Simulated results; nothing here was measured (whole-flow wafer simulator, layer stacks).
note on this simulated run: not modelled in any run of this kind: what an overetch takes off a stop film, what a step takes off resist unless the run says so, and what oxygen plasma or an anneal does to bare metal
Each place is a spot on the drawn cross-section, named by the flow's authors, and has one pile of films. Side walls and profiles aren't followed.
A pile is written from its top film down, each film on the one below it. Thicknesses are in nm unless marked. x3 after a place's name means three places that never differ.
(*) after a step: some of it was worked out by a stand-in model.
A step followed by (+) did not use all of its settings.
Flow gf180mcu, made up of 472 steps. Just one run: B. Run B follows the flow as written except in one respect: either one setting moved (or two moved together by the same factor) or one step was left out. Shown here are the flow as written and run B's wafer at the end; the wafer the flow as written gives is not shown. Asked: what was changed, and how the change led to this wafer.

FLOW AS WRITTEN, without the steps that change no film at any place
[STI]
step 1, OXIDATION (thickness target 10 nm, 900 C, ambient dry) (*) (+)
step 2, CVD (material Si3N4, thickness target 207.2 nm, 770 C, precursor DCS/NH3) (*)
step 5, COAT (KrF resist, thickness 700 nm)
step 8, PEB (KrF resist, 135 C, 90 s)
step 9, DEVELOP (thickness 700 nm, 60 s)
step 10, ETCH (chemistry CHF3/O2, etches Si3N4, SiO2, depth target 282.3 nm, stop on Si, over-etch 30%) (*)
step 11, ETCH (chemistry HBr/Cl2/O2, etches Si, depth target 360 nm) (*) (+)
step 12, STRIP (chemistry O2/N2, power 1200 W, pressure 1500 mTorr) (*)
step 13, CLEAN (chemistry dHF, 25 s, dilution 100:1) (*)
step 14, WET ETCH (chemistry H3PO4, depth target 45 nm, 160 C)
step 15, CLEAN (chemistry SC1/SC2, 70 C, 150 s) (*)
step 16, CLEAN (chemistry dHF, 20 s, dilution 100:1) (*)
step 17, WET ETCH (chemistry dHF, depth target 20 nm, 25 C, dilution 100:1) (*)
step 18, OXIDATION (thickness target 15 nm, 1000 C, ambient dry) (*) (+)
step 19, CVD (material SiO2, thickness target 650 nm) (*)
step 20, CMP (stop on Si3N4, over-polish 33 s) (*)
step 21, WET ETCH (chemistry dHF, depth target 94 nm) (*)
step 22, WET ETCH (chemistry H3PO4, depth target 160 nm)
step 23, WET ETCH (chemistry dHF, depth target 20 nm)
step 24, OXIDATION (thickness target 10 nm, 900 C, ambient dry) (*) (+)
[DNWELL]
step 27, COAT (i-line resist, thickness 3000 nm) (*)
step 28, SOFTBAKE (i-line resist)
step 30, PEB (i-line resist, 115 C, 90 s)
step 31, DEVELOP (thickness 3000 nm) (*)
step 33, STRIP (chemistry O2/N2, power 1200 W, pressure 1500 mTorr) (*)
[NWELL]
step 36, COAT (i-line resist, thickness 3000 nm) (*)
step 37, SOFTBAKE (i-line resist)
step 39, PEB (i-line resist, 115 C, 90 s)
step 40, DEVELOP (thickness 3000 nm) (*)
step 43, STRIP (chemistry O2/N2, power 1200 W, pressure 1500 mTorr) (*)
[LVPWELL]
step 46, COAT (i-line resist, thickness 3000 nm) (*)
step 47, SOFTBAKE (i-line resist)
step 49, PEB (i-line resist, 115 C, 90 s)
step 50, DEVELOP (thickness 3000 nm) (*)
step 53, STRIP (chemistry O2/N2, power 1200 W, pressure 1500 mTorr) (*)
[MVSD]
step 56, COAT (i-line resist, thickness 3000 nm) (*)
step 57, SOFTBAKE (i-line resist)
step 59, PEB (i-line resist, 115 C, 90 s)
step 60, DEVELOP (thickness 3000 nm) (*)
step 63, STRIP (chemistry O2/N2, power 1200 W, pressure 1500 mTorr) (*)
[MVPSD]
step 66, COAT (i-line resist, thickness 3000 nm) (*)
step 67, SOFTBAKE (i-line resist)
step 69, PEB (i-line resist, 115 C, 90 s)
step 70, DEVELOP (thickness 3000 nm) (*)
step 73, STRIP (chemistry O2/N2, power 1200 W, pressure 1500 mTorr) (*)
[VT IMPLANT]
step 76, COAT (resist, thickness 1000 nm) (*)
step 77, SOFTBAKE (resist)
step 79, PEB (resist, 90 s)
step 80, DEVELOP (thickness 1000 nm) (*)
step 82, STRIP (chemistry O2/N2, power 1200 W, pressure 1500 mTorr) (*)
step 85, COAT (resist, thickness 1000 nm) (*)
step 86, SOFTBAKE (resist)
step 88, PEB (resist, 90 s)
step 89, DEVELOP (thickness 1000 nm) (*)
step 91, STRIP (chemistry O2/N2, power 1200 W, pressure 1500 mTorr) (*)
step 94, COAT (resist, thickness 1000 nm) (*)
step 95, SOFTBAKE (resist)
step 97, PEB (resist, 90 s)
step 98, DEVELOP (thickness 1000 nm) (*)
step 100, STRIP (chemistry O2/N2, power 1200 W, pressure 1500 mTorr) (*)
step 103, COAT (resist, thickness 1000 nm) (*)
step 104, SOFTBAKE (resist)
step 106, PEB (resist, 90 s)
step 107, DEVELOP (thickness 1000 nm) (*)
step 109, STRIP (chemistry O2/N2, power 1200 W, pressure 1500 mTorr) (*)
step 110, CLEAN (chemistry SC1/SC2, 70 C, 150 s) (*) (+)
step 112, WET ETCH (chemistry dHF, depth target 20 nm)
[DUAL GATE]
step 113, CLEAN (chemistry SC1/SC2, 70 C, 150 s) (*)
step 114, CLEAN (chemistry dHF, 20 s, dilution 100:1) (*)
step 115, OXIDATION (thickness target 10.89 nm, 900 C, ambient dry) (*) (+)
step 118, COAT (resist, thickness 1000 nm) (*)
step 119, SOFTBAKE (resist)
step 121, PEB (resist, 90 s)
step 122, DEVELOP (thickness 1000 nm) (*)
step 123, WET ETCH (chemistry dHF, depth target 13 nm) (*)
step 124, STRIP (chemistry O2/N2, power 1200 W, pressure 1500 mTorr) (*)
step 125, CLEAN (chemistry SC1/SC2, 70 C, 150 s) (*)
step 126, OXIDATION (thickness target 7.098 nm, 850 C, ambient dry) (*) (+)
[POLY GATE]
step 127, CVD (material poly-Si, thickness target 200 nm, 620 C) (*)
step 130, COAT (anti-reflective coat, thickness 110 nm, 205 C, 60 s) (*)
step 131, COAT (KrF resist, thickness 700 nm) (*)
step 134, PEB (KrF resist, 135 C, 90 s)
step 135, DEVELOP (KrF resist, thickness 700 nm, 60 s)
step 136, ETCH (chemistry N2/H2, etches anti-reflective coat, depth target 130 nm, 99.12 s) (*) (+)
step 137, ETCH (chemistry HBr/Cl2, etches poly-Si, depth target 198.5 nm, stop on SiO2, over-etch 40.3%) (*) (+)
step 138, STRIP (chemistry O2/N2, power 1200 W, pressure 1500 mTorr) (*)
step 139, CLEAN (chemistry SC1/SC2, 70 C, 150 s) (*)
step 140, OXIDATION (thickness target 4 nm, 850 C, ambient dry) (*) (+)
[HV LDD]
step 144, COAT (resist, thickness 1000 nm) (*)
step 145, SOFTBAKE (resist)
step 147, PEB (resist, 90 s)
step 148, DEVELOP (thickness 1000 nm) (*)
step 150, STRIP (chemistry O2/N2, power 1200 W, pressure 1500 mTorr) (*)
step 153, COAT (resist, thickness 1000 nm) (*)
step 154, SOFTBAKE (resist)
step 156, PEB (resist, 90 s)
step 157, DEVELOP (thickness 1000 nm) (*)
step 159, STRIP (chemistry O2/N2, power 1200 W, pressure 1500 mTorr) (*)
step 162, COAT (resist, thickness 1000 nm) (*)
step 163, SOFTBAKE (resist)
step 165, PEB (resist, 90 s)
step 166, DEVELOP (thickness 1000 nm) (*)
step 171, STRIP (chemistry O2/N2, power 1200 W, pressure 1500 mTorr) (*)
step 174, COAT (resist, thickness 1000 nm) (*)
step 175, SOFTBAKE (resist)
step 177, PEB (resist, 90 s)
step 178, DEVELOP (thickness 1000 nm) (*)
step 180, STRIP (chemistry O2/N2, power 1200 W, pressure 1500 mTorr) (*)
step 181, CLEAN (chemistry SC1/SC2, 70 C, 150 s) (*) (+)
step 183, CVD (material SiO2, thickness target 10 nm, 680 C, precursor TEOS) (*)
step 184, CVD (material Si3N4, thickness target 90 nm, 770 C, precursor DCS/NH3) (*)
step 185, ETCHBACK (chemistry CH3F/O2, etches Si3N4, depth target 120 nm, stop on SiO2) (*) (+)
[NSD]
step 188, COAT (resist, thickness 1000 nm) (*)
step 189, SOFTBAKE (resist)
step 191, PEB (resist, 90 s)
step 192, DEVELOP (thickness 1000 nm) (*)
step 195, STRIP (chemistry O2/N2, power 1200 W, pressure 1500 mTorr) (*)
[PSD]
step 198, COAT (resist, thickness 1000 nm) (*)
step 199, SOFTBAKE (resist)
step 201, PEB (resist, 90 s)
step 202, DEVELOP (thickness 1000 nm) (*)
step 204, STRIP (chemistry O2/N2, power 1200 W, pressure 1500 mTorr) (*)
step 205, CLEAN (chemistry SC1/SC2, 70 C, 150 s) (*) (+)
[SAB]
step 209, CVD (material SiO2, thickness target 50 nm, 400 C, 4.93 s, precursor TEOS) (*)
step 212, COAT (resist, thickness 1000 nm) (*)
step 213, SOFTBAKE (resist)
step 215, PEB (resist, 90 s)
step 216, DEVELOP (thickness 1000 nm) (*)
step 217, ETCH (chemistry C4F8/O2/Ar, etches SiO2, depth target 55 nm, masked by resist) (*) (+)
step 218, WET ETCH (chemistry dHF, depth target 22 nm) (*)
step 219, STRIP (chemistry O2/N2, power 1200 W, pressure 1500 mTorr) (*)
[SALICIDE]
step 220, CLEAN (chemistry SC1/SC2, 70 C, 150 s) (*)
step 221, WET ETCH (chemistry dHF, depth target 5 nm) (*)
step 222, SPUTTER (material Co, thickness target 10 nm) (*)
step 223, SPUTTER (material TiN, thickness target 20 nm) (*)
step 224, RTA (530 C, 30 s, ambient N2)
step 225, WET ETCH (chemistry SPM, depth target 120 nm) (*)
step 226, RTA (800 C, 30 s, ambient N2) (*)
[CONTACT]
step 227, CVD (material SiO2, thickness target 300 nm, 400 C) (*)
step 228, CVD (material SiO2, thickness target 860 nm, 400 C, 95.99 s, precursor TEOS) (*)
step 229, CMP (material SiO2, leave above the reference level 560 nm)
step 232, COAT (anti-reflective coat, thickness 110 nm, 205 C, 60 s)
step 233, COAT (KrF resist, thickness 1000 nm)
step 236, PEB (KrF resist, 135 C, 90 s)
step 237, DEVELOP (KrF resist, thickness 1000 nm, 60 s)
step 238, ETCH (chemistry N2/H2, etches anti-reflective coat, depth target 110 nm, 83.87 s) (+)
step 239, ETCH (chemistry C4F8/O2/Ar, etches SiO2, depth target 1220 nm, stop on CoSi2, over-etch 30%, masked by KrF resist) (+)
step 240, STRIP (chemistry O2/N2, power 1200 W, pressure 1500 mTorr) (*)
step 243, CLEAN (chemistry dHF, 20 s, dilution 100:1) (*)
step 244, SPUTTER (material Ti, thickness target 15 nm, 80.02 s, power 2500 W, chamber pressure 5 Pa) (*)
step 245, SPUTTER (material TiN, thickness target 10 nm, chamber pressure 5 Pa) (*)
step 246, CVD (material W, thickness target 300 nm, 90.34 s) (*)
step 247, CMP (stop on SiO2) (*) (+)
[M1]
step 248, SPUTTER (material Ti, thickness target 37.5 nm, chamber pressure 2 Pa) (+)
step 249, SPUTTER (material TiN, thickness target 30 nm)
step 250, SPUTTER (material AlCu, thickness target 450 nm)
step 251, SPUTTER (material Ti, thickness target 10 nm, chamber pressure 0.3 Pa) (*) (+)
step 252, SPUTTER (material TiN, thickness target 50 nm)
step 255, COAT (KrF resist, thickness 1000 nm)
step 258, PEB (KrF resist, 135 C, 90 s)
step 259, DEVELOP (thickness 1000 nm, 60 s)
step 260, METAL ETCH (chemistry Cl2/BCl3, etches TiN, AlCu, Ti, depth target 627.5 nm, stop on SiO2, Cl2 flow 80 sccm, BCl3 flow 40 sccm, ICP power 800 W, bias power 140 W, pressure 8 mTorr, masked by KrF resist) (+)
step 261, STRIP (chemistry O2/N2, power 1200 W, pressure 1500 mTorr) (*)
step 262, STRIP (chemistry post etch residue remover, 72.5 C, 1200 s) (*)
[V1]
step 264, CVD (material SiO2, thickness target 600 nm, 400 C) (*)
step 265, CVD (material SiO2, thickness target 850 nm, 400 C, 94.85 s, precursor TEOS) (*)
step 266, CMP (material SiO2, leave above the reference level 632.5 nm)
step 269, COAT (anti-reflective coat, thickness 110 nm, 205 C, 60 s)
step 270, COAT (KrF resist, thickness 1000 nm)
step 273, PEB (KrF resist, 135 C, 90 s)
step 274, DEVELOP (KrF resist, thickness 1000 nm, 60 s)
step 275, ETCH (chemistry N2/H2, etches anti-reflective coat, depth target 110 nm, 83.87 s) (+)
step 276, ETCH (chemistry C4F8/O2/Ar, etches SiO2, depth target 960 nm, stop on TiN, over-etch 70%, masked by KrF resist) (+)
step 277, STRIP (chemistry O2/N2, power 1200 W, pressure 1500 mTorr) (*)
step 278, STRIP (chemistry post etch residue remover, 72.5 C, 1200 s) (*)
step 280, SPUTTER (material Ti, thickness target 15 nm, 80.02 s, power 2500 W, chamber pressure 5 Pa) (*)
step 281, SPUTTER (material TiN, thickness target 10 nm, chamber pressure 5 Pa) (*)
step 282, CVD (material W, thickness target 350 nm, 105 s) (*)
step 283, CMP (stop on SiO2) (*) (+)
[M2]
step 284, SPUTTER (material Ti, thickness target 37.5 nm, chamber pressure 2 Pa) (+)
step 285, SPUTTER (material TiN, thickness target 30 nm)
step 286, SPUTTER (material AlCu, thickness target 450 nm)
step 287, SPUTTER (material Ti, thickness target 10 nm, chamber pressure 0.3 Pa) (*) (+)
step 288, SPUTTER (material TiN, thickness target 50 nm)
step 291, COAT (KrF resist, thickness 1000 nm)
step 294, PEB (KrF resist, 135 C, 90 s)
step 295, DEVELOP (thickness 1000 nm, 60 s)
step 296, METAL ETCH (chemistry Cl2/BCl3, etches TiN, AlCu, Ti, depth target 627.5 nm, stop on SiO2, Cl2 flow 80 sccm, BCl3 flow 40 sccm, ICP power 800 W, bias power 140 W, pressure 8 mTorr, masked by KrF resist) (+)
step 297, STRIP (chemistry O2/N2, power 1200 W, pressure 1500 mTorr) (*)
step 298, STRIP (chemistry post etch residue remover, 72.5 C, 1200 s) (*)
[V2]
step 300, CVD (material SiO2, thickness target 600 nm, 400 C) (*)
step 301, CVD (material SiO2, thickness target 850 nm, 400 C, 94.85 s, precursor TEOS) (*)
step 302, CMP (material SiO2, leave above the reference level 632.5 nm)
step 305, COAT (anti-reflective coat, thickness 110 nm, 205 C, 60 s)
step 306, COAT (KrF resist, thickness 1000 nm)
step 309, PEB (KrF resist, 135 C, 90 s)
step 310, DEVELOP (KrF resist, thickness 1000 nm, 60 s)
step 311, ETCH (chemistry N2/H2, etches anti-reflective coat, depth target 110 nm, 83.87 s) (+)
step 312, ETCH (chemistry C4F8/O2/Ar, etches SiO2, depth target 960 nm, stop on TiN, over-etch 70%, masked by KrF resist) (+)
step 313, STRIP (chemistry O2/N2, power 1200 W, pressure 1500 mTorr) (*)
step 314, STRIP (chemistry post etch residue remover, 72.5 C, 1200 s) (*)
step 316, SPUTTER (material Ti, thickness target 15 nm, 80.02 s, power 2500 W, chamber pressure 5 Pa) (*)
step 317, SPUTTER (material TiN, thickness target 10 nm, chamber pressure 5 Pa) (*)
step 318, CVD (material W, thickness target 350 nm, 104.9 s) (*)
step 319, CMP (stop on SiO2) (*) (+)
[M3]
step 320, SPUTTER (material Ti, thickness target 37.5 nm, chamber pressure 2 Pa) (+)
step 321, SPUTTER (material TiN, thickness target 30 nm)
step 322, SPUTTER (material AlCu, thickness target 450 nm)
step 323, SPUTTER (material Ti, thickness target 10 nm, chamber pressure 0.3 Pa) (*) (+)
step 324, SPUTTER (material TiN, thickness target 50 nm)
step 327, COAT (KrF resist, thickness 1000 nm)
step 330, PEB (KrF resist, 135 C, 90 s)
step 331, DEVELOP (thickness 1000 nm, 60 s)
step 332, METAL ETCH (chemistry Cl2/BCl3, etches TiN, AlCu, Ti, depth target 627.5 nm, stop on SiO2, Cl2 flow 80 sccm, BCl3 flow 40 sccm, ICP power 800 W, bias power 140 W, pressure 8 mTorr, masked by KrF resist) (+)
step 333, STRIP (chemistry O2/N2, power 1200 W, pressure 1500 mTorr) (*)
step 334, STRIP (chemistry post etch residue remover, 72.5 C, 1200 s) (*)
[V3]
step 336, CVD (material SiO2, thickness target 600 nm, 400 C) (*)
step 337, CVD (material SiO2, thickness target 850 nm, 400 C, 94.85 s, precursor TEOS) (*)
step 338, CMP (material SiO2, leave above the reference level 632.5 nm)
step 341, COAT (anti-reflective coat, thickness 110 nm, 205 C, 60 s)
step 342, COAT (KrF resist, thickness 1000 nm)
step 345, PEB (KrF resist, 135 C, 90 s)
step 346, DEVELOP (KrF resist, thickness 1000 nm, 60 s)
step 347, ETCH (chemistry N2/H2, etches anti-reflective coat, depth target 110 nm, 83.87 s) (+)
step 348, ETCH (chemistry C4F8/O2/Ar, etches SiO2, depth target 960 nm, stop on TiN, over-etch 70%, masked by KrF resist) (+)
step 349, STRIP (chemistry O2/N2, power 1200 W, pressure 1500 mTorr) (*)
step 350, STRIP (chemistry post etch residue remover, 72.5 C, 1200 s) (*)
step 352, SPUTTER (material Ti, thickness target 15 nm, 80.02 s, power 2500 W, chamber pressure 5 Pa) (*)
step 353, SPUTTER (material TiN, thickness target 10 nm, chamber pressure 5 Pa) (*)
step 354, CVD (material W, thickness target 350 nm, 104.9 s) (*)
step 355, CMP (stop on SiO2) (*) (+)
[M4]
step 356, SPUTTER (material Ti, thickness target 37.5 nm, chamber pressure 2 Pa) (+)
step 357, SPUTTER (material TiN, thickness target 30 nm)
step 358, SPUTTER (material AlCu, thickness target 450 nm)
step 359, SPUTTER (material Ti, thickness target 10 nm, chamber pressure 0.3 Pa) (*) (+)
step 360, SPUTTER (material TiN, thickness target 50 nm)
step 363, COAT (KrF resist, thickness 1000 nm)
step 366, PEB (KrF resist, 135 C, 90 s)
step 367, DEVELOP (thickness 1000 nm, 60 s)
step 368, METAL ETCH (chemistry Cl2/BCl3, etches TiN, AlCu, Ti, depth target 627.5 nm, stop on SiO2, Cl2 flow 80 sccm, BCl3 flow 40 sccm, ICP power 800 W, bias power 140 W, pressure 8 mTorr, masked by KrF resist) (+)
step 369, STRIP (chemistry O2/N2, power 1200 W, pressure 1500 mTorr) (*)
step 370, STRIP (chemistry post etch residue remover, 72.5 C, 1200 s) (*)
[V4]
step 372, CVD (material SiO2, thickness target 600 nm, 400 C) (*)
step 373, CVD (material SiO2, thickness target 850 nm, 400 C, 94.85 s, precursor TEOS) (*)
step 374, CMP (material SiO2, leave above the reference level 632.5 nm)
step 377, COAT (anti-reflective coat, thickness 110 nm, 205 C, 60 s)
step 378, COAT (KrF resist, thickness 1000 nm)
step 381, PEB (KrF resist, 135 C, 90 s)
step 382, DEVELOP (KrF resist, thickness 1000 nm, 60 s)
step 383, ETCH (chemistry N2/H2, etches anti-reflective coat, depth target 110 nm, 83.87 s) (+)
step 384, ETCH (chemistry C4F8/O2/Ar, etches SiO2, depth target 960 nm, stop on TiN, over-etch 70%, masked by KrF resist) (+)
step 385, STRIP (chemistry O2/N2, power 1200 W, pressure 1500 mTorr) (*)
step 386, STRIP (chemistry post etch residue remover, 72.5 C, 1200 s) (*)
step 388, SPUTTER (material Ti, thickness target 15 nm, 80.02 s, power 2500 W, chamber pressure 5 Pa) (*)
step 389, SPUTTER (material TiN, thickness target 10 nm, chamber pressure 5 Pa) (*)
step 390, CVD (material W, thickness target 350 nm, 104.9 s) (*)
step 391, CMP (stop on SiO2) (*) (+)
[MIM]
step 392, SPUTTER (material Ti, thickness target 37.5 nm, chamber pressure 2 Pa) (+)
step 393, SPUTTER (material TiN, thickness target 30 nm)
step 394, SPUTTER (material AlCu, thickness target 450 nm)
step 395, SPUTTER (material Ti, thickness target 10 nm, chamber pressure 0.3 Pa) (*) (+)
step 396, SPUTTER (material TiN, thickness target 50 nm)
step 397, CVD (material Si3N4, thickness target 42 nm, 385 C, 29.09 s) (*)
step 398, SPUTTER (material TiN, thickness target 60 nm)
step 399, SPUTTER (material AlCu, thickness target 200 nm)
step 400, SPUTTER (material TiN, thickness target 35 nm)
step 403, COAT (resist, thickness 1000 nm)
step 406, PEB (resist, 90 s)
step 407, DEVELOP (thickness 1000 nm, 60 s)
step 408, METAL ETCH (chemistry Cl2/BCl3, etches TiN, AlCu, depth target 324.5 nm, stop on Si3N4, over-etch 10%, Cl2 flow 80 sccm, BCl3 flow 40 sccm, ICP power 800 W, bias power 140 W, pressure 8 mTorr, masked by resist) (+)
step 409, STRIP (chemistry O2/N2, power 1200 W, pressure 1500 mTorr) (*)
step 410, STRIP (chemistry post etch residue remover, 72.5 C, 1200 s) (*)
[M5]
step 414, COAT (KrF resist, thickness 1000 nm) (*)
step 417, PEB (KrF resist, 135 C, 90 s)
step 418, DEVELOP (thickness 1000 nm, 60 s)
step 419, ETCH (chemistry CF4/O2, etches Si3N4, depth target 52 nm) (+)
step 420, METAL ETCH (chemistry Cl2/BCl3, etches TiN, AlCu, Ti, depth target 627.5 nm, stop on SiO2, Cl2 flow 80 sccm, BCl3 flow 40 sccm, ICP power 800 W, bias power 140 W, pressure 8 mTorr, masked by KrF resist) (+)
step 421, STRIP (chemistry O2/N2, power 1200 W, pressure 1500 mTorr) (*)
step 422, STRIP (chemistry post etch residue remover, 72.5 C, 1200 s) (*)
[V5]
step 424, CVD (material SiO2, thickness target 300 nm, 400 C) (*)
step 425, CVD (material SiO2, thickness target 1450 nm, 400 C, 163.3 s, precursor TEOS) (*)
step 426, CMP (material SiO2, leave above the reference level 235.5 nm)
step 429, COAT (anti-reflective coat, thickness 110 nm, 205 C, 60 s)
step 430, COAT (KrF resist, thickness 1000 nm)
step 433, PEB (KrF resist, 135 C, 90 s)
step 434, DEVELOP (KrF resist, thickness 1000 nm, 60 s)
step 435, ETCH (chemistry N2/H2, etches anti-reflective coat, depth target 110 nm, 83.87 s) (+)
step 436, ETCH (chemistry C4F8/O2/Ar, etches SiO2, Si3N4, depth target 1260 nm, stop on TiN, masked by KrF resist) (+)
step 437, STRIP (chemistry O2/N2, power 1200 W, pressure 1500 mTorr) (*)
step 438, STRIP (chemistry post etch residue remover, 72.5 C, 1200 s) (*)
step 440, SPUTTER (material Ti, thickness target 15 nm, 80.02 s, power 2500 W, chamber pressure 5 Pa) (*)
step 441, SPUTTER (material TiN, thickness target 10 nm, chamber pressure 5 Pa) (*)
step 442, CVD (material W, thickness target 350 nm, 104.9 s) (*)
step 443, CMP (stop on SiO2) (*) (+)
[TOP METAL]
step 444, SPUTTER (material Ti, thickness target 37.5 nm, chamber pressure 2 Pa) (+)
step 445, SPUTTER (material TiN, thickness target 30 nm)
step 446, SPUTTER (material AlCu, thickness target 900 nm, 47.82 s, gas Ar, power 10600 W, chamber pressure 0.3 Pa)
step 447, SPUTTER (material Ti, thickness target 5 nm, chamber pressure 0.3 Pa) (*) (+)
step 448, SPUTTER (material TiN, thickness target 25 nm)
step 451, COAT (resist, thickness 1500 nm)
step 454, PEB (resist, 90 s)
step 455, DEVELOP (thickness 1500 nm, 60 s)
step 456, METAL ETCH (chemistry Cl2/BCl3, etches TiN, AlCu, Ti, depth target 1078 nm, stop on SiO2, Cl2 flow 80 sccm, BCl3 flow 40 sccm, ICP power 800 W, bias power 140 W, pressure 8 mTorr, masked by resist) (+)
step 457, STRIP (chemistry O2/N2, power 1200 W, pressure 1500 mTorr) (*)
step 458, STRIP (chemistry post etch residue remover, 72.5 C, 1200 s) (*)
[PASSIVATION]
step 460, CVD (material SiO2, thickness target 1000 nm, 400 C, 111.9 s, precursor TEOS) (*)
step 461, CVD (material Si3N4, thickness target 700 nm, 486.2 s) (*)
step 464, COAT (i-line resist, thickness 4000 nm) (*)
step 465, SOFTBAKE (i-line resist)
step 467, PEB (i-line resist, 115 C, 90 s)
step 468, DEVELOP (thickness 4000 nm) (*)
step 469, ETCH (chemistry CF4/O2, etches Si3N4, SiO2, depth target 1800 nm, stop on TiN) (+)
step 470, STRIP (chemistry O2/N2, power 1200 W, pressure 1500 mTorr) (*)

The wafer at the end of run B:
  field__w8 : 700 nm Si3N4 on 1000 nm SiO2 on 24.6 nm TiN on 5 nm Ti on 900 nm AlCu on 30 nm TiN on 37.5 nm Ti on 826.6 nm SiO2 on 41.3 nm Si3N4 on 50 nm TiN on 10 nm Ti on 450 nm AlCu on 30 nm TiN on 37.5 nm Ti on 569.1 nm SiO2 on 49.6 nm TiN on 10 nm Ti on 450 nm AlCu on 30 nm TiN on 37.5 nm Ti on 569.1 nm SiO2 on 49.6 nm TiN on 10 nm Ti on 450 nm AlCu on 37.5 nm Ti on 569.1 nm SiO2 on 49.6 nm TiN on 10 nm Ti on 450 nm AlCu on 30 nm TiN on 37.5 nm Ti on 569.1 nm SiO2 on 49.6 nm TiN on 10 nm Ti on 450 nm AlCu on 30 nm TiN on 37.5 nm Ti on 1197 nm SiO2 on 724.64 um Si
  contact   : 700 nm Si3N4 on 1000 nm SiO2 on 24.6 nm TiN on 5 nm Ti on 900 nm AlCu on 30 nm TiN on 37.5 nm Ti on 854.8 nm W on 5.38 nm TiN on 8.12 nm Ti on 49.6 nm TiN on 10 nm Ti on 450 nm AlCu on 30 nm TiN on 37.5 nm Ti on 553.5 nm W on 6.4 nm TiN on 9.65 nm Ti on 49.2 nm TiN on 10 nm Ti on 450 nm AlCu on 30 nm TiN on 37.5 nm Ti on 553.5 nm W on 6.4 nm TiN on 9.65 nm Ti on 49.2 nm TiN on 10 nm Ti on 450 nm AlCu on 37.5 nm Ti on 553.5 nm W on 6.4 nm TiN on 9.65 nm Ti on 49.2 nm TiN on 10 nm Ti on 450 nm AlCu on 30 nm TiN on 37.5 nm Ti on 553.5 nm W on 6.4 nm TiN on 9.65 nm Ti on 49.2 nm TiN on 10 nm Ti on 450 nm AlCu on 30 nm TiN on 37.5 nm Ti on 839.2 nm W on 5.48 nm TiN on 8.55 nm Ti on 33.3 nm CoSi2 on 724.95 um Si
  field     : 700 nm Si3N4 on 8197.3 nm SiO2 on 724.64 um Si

The reason: step 321, SPUTTER: material TiN, thickness target 30 nm, was skipped.

How this came from the change, step by step:
  step 332, METAL ETCH (chemistry Cl2/BCl3, etches TiN, AlCu, Ti, depth target 627.5 nm, stop on SiO2, Cl2 flow 80 sccm, BCl3 flow 40 sccm, ICP power 800 W, bias power 140 W, pressure 8 mTorr, masked by KrF resist) (+)
      field, field__w1, field__w2 and 103 more: TiN loses 50 (all of it), Ti loses 10 (all of it), AlCu loses 450 (all of it), Ti loses 37.5 (all of it) (it would be, as written: TiN loses 50 (all of it), Ti loses 10 (all of it), AlCu loses 450 (all of it), TiN loses 30 (all of it), Ti loses 37.5 (all of it))
  step 338, CMP (material SiO2, leave above the reference level 632.5 nm)
      field, field__w1, field__w2 and 103 more: SiO2 loses 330 (it would be, as written: SiO2 loses 300)
